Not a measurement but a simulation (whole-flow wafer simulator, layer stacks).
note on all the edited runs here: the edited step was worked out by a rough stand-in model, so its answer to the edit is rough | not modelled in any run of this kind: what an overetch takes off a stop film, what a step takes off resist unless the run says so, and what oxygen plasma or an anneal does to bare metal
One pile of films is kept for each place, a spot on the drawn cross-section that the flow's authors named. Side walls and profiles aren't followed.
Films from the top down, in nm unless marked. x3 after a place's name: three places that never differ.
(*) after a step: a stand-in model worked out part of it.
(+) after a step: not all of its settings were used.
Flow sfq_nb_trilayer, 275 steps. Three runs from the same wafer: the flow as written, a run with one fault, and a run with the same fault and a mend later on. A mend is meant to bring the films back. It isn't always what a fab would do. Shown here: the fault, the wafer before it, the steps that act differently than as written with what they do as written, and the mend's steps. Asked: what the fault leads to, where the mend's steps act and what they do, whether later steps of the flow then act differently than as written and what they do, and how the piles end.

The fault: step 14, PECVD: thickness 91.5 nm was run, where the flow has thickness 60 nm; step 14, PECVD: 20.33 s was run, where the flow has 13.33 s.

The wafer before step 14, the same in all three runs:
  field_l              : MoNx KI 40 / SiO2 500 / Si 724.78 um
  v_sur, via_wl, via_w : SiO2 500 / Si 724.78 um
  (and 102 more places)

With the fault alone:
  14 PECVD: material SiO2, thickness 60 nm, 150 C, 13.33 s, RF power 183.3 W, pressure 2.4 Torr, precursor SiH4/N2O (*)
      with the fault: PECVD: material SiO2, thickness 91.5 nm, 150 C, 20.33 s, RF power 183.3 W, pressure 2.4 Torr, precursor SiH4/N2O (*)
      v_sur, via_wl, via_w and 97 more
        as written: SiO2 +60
        with the fault: SiO2 +91.5
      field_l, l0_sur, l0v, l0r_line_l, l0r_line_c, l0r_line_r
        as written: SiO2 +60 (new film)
        with the fault: SiO2 +91.5 (new film)
  Later steps of the flow that act differently than as written (8 more steps differ only slightly, by at most 2% or 0.5 nm, whichever is larger, and aren't shown):
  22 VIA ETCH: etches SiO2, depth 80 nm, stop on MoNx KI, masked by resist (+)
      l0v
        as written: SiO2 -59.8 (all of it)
        with the fault: SiO2 -80
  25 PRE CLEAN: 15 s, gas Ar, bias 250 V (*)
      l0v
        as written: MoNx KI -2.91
        with the fault: SiO2 -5
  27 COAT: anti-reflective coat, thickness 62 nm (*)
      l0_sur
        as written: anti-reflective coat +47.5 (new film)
        with the fault: anti-reflective coat +45.9 (new film)
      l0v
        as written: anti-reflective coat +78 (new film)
        with the fault: anti-reflective coat +83.5 (new film)
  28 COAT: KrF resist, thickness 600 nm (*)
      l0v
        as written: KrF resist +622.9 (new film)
        with the fault: KrF resist +637.9 (new film)
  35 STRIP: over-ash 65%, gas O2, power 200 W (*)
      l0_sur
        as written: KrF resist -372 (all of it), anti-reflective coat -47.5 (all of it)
        with the fault: KrF resist -369.6 (all of it), anti-reflective coat -45.9 (all of it)
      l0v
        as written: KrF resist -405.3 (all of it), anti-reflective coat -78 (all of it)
        with the fault: KrF resist -420.2 (all of it), anti-reflective coat -83.5 (all of it)
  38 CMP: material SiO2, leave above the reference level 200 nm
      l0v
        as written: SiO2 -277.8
        with the fault: SiO2 -251.6
  At the end the piles differ from the flow's by more than 2% or 0.5 nm, whichever is larger, at field_l, v_sur, via_wl and 100 more.
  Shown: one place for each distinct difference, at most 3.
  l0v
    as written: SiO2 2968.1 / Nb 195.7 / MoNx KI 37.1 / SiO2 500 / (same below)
    with the fault: SiO2 2994.3 / Nb 191.8 / SiO2 6.35 / MoNx KI 40 / SiO2 500 / (same below)
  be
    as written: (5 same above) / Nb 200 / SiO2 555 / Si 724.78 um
    with the fault: (5 same above) / Nb 200 / SiO2 586.5 / Si 724.78 um
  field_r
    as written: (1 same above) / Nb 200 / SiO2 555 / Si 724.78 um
    with the fault: (1 same above) / Nb 200 / SiO2 586.5 / Si 724.78 um

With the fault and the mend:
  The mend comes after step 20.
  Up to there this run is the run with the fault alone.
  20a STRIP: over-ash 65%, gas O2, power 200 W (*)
      p4_fl x3, p4_w1 x9, p4_g1 x2 and 59 more
        KrF resist -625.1 (all of it), anti-reflective coat -62 (all of it)
      ce_l, c5j, ce_r, sp_r, be_r, r_sur
        KrF resist -632 (all of it), anti-reflective coat -63.7 (all of it)
      gap, jj_sur, res
        KrF resist -632.1 (all of it), anti-reflective coat -63.7 (all of it)
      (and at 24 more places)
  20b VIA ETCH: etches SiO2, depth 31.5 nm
      field_l, v_sur, via_wl and 103 more
        SiO2 -31.5
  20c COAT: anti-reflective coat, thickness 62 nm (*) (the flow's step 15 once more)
      p4_fl x3, p4_w1 x9, p4_g1 x2 and 59 more
        anti-reflective coat +62 (new film)
      be_sur, gap, jj_sur and 8 more
        anti-reflective coat +63.7 (new film)
      wire, be, moat, field_r
        anti-reflective coat +63.8 (new film)
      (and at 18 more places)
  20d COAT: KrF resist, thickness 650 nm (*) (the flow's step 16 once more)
      p4_fl x3, p4_w1 x9, p4_g1 x2 and 59 more
        KrF resist +650 (new film)
      ce_l, c5j, ce_r, sp_r, be_r
        KrF resist +656.9 (new film)
      gap, jj_sur, r_sur, res
        KrF resist +657 (new film)
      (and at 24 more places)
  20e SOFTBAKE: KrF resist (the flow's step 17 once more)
      changes no film at any place that is followed
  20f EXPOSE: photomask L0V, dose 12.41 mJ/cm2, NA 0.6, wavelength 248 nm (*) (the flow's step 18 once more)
      changes no film at any place that is followed
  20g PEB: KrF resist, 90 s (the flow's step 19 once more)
      p4_fl x3, p4_w1 x9, p4_g1 x2 and 59 more
        KrF resist -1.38
      via_v, wire, be and 15 more
        KrF resist -1.39
      v_sur, via_w, via_wr, via_sp, lsp_m, ln_m6, lsp_r
        KrF resist -1.4
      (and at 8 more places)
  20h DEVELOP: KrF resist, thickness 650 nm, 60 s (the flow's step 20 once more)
      field_l, v_sur, via_wl and 102 more
        KrF resist -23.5
      l0v
        KrF resist -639 (all of it)
  No later step of the flow acts differently than as written, at any place that is followed, by more than 2% or 0.5 nm, whichever is larger.
  At the end the piles are the same as the flow's at every place that both follow.
